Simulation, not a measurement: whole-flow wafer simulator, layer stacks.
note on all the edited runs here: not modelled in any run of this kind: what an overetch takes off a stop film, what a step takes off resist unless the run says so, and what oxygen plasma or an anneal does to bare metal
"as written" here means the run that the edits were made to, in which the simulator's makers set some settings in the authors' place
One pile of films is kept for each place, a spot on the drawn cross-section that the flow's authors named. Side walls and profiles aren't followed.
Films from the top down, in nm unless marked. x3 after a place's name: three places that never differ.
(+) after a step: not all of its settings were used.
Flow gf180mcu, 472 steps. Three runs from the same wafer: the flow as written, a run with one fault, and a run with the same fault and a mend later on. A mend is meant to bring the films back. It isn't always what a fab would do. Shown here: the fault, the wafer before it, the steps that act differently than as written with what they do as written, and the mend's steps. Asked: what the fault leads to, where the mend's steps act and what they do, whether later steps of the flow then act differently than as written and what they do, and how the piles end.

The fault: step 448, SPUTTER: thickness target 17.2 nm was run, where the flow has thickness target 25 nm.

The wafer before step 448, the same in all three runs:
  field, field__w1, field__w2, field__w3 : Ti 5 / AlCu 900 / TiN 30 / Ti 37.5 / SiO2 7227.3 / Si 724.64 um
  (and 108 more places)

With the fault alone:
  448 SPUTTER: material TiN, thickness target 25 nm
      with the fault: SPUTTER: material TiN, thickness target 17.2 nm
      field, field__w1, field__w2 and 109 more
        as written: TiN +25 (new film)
        with the fault: TiN +17.2 (new film)
  Later steps of the flow that act differently than as written (5 more steps differ only slightly, by at most 2% or 0.5 nm, whichever is larger, and aren't shown):
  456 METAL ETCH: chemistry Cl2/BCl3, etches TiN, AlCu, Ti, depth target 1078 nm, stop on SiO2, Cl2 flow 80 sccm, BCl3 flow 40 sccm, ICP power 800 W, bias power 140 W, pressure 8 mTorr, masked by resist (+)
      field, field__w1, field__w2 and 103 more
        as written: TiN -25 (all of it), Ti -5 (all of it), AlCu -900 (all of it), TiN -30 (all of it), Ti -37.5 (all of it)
        with the fault: TiN -17.2 (all of it), Ti -5 (all of it), AlCu -900 (all of it), TiN -30 (all of it), Ti -37.5 (all of it)
  At the end the piles differ from the flow's by more than 2% or 0.5 nm, whichever is larger, at field__w8, contact, m1, m1__w1, pad, m1_nw.
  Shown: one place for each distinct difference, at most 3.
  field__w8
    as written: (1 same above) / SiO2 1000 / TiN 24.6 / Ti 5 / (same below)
    with the fault: (1 same above) / SiO2 1000 / TiN 16.8 / Ti 5 / (same below)
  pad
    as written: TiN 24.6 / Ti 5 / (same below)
    with the fault: TiN 16.8 / Ti 5 / (same below)

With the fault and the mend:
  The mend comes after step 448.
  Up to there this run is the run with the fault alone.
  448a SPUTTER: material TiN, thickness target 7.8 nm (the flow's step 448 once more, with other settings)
      field, field__w1, field__w2 and 109 more
        TiN +7.8
  No later step of the flow acts differently than as written at any place that is followed.
  At the end the piles are the same as the flow's at every place that both follow.
